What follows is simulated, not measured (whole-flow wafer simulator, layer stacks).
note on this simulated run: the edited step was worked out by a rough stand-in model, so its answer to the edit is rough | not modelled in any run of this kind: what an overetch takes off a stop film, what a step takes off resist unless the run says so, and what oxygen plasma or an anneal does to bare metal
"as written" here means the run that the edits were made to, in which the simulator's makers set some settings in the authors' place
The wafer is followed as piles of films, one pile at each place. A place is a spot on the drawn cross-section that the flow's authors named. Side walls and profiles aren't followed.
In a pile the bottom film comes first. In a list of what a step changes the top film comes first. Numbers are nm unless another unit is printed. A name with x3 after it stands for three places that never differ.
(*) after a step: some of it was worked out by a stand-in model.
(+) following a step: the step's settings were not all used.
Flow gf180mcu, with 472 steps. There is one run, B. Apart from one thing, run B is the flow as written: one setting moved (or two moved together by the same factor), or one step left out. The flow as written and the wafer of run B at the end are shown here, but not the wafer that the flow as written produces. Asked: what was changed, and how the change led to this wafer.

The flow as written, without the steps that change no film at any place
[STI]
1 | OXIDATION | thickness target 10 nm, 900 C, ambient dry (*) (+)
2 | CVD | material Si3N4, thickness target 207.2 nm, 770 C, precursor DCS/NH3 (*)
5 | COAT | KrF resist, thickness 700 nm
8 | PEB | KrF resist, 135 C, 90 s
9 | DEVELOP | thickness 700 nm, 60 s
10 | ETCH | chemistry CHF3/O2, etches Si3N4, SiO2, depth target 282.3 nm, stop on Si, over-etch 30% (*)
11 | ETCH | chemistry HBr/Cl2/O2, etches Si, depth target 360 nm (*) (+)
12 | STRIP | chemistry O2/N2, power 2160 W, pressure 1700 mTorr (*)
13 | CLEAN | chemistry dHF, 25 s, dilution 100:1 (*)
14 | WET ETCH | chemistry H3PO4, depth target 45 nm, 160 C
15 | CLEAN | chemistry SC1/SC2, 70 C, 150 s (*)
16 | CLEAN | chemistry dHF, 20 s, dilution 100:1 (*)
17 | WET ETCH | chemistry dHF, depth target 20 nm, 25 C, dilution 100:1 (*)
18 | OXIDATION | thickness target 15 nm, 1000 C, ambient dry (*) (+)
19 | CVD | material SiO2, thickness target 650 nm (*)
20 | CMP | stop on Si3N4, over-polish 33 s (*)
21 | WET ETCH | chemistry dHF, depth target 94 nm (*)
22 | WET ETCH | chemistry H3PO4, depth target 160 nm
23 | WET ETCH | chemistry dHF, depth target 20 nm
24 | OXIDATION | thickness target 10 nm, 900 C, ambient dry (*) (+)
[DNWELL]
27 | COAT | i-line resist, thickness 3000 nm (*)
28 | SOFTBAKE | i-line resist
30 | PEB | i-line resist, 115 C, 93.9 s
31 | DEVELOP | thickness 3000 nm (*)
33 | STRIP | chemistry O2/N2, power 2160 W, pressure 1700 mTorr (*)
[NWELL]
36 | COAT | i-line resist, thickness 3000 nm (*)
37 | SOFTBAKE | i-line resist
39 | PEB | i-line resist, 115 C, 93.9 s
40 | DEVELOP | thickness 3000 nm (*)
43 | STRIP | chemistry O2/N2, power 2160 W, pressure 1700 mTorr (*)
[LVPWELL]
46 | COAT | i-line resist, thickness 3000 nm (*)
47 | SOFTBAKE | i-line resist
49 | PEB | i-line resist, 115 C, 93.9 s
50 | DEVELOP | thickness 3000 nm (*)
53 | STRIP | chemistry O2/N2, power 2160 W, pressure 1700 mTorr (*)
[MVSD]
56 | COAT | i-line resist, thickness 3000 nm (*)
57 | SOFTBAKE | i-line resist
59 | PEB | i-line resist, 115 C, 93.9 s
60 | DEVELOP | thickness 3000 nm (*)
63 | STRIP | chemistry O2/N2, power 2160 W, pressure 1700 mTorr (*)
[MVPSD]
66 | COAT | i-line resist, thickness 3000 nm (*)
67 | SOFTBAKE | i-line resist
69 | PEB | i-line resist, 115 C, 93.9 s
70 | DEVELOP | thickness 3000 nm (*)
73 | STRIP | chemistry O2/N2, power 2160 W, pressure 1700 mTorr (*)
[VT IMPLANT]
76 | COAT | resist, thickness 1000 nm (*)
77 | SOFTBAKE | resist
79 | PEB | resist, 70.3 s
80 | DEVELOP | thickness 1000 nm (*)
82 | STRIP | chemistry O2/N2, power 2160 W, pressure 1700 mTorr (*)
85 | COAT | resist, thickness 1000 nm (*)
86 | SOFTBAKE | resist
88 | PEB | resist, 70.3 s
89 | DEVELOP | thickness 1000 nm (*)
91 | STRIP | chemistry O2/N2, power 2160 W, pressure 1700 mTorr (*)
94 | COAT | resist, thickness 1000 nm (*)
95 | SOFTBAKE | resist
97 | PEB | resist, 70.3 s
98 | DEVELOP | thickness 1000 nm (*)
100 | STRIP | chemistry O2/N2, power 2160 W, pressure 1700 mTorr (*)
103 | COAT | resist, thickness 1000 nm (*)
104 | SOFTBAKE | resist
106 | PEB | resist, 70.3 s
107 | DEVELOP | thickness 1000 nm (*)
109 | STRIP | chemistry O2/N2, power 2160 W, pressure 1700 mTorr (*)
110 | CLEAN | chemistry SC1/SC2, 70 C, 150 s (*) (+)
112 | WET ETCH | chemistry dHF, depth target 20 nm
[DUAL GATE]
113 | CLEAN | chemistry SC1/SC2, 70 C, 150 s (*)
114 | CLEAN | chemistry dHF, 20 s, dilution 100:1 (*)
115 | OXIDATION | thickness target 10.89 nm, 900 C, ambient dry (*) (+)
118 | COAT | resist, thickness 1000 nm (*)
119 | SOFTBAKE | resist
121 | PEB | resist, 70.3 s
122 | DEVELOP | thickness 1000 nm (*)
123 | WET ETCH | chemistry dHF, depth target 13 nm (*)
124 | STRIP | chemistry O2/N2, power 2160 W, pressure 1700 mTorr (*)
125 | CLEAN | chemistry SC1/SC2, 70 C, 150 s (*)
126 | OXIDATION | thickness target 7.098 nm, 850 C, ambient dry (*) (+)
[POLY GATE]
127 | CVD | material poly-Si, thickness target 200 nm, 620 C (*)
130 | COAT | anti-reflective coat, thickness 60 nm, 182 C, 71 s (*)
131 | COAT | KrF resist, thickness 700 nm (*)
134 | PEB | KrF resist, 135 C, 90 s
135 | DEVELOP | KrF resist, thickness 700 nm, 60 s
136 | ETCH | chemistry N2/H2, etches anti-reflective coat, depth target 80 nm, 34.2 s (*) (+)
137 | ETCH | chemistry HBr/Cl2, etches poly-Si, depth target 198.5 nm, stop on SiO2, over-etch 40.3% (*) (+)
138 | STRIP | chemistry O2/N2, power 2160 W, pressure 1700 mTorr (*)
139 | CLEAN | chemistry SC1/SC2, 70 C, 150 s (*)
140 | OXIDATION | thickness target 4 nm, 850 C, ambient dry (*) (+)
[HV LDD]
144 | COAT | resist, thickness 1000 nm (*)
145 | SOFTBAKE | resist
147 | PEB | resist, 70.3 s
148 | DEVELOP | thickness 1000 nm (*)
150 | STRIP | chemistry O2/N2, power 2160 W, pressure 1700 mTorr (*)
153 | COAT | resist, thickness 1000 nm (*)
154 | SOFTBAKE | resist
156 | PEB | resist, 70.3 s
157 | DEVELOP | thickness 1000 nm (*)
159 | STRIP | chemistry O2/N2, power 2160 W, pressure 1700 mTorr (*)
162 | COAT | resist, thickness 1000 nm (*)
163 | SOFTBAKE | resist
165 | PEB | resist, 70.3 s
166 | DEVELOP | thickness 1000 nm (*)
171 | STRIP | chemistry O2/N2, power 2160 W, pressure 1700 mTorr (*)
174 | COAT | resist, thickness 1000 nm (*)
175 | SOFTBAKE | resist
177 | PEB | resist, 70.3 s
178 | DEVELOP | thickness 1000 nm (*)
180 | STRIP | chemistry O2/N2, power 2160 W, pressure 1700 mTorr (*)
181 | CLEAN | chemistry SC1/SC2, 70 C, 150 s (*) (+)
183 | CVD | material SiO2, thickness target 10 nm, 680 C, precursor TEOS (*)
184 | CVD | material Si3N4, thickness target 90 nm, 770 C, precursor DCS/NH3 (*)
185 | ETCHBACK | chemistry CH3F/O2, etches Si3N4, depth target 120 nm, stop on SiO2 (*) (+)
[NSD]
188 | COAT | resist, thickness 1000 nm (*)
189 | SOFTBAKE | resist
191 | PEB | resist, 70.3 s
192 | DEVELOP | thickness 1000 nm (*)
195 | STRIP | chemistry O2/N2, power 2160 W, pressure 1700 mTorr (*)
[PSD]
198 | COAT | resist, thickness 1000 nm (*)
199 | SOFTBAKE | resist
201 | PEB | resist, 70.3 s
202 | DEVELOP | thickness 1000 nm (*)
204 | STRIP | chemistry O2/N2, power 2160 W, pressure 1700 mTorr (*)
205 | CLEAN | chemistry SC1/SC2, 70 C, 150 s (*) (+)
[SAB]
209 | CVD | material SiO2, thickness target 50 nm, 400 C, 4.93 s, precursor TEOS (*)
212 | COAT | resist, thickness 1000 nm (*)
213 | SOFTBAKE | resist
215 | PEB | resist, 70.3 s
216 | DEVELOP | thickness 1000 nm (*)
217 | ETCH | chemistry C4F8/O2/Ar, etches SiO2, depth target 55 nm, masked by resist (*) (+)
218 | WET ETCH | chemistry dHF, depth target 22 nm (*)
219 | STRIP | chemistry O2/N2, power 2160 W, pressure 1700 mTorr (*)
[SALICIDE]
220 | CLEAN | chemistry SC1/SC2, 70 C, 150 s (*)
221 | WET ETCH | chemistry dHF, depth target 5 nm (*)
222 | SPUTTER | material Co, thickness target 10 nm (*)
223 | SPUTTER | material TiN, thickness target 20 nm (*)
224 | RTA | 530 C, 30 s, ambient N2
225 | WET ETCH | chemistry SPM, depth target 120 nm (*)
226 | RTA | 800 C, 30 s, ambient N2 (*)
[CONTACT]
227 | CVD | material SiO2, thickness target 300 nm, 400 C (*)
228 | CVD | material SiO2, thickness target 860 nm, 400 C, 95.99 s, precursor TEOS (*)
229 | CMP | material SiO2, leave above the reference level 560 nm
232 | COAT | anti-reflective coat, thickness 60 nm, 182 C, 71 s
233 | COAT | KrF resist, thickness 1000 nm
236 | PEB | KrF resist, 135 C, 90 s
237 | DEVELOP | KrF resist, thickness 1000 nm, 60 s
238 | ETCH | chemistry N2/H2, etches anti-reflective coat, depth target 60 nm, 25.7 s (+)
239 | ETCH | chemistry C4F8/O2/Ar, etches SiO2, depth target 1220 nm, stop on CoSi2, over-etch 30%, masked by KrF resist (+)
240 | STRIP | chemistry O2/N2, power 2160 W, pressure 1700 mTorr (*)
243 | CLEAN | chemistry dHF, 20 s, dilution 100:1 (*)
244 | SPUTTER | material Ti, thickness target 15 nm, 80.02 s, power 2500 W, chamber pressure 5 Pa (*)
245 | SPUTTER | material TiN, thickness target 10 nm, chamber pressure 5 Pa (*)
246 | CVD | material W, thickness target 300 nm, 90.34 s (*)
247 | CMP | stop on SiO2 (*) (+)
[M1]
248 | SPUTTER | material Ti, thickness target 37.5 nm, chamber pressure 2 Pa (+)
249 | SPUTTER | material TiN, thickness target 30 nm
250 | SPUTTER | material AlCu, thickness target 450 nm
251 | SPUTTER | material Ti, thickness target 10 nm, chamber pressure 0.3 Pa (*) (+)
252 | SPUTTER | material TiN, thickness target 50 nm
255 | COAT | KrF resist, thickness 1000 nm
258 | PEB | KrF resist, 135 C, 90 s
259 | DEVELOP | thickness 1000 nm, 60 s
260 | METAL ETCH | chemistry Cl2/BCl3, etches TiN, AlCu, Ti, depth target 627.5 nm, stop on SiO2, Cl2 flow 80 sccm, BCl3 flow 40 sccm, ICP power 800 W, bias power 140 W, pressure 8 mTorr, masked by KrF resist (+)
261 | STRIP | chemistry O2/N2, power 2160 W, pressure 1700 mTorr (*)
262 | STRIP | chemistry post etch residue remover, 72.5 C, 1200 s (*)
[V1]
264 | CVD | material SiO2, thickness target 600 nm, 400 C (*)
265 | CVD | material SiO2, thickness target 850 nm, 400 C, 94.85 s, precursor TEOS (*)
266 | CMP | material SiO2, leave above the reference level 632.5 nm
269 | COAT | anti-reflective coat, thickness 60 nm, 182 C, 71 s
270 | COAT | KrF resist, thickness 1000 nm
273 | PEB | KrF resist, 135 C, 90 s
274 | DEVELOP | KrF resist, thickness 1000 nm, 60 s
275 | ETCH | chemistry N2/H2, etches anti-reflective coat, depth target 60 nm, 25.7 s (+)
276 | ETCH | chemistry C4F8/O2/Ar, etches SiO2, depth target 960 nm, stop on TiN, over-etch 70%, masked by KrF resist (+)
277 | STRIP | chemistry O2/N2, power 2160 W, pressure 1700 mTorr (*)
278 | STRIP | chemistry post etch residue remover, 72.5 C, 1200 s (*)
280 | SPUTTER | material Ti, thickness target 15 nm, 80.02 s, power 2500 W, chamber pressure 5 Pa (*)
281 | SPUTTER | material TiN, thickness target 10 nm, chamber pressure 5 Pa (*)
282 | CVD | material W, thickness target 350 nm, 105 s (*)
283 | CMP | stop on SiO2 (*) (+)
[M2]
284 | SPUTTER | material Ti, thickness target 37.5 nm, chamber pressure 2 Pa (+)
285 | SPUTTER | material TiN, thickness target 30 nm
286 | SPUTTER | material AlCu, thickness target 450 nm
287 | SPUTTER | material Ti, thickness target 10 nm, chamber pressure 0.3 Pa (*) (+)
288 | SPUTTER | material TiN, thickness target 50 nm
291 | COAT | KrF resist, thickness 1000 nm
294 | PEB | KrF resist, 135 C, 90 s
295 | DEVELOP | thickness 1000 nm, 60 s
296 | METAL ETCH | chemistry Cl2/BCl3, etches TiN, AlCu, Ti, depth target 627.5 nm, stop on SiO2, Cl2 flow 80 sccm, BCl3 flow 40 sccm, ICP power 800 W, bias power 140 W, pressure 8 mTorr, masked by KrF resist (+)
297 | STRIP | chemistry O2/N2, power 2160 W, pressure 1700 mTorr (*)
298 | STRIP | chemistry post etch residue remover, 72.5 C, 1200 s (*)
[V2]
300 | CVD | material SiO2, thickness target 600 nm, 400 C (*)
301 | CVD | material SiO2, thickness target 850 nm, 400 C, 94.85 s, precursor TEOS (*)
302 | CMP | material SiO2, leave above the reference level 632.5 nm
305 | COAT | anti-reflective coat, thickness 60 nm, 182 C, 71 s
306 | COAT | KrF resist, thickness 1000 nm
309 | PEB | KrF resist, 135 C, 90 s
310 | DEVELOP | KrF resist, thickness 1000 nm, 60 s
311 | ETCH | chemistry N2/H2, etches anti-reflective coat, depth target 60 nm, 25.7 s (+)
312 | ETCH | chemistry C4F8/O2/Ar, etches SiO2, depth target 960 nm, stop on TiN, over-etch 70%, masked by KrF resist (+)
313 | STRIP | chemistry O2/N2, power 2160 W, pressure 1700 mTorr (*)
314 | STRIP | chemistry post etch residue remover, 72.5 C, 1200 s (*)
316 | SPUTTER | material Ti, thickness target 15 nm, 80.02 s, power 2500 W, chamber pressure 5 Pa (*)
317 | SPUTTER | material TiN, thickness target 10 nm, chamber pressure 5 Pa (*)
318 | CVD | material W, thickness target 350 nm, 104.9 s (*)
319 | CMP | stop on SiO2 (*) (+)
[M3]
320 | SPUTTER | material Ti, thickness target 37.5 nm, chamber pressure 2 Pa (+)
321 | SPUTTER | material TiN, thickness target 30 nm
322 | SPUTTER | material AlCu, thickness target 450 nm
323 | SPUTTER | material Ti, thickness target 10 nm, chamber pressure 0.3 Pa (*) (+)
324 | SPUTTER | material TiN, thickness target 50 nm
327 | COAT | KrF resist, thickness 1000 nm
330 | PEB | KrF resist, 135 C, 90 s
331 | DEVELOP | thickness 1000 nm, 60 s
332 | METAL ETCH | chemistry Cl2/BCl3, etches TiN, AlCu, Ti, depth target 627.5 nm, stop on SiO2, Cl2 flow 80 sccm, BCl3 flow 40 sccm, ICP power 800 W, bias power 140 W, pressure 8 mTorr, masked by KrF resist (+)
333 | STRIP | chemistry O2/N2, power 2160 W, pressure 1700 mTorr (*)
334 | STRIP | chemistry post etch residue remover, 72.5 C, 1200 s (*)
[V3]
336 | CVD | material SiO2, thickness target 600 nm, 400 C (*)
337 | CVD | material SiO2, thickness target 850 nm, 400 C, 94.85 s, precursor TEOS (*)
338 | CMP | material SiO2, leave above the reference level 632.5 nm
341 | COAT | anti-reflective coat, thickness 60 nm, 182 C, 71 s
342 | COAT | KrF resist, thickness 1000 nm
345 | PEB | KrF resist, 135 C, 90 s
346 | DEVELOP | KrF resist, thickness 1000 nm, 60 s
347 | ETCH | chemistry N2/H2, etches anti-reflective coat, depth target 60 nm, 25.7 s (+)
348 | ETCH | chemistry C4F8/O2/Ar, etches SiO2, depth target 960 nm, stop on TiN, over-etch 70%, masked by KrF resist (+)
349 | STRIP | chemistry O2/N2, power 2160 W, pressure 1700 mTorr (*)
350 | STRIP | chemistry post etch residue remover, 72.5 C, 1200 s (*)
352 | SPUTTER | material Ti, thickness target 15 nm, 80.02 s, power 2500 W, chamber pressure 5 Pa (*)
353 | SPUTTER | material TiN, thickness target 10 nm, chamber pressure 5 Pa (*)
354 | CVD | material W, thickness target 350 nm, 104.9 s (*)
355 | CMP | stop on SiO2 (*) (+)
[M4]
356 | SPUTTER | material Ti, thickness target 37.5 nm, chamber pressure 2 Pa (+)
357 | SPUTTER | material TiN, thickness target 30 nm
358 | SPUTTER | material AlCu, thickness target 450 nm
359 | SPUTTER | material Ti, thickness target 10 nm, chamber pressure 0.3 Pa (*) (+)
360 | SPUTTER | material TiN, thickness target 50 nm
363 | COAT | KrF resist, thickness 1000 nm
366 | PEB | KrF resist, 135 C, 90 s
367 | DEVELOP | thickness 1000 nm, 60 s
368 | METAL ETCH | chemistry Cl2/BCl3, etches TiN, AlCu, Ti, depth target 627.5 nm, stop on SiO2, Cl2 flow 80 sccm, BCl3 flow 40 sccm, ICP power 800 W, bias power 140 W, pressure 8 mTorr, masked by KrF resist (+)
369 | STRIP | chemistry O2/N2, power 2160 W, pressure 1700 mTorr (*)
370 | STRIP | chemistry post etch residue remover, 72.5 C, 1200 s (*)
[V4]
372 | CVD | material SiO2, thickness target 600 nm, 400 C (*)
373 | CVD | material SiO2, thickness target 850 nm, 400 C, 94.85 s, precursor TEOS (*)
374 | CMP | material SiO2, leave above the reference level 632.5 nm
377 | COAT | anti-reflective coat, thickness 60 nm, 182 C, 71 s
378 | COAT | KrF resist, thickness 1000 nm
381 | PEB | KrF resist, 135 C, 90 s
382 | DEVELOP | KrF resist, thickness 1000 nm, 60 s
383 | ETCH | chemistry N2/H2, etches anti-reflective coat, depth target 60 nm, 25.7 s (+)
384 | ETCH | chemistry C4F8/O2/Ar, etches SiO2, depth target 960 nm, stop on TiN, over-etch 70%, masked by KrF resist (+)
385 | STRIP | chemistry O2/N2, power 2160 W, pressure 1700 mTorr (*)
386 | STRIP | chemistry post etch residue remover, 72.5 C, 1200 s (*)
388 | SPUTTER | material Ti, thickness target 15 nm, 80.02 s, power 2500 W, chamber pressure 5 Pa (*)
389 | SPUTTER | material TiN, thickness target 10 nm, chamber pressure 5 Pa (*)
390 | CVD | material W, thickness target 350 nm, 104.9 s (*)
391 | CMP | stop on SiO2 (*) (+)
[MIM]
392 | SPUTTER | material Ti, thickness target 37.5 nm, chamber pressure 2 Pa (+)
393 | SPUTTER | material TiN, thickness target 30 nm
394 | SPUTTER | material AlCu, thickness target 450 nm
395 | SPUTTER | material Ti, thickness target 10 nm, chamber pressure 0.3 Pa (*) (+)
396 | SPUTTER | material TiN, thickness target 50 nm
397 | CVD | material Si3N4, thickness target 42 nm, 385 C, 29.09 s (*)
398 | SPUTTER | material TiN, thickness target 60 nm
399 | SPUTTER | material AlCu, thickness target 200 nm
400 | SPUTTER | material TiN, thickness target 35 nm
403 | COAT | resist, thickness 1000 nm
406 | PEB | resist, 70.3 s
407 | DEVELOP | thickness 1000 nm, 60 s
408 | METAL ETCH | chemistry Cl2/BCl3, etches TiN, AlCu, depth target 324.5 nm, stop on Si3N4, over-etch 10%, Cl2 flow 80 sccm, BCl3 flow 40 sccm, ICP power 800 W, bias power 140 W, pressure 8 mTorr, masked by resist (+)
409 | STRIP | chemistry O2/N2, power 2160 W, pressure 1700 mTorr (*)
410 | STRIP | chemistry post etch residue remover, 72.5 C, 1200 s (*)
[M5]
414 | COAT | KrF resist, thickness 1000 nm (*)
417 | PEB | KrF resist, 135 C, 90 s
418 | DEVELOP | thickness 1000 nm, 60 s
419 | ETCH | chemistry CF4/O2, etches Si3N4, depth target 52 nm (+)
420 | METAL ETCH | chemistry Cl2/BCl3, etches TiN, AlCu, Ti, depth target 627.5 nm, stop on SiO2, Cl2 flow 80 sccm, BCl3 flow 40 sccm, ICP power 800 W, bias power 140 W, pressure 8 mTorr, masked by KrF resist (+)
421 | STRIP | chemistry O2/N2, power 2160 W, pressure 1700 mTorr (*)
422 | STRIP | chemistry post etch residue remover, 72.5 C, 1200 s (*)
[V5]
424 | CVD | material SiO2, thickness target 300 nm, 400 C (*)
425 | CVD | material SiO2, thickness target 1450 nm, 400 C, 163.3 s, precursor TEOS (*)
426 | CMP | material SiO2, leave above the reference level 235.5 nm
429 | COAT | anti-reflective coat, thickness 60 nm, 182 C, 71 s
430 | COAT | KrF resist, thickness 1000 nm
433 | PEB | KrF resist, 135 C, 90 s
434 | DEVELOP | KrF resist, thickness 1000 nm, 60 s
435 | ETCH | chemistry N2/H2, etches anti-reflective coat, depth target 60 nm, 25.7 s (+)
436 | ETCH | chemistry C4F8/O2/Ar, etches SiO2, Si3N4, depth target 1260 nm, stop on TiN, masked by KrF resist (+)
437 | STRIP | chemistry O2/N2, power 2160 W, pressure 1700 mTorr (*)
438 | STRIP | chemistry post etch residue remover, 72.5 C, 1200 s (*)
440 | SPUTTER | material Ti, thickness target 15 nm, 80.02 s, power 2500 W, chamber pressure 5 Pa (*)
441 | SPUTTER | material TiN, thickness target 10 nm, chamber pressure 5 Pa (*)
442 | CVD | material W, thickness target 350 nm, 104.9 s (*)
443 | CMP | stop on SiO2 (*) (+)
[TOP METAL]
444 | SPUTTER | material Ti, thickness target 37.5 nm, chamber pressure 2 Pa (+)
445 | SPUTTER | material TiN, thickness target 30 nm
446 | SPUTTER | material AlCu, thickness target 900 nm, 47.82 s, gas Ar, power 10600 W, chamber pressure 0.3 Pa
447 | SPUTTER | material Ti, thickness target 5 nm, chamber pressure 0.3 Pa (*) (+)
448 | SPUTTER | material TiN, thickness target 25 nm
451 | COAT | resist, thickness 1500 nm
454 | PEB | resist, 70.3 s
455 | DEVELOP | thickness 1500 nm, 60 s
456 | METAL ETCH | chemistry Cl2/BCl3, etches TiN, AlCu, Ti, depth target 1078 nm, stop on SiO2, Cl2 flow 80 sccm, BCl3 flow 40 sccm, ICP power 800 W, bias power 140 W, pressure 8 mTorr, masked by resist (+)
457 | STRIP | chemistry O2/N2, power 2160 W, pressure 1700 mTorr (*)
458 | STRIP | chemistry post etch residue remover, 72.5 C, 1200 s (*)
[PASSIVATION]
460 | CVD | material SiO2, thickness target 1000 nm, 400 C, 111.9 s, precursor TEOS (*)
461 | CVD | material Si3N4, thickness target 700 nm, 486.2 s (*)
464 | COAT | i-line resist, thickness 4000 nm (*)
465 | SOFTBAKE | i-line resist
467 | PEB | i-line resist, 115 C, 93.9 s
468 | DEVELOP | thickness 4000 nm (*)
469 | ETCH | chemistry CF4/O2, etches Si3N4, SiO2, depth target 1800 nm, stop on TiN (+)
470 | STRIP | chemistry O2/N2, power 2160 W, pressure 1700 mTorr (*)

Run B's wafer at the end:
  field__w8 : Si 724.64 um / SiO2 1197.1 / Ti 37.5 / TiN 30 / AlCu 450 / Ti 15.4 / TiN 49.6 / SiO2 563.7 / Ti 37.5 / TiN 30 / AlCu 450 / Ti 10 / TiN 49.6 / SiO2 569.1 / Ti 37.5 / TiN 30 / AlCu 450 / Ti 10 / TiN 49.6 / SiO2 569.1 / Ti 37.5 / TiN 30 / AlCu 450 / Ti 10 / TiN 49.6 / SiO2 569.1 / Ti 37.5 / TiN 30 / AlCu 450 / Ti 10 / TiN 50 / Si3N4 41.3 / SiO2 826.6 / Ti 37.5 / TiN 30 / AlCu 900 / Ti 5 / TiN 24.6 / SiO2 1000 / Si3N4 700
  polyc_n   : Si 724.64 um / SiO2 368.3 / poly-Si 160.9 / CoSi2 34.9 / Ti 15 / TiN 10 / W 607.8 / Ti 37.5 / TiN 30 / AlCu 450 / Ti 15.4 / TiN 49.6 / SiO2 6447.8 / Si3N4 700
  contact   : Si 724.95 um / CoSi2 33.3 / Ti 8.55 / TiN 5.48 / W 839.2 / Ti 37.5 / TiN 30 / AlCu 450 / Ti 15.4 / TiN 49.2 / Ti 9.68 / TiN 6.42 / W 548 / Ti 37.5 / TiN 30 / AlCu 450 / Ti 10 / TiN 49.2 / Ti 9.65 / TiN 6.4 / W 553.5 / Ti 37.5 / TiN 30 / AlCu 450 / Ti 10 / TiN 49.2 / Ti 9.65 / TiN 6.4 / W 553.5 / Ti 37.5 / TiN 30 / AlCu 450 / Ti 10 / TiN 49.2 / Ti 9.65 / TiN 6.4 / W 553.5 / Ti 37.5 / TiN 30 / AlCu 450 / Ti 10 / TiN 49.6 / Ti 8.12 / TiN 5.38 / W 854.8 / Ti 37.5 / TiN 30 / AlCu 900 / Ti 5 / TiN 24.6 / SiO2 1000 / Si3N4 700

The reason: step 251, SPUTTER: thickness target 15.4 nm was run, though the flow has thickness target 10 nm.
One can read it off the wafer: field__w8 has Ti 15.4, and step 251 as written asks for 10 nm.

The path from the change to this, step by step:
  251 | SPUTTER | material Ti, thickness target 10 nm, chamber pressure 0.3 Pa (*) (+)
      field, field__w1, field__w2 and 108 more: Ti gains 15.4 (new film) (it would be, as written: Ti gains 10 (new film))
  260 | METAL ETCH | chemistry Cl2/BCl3, etches TiN, AlCu, Ti, depth target 627.5 nm, stop on SiO2, Cl2 flow 80 sccm, BCl3 flow 40 sccm, ICP power 800 W, bias power 140 W, pressure 8 mTorr, masked by KrF resist (+)
      field, field__w1, field__w2 and 99 more: TiN loses 50 (all of it), Ti loses 15.4 (all of it), AlCu loses 450 (all of it), TiN loses 30 (all of it), Ti loses 37.5 (all of it) (it would be, as written: TiN loses 50 (all of it), Ti loses 10 (all of it), AlCu loses 450 (all of it), TiN loses 30 (all of it), Ti loses 37.5 (all of it))
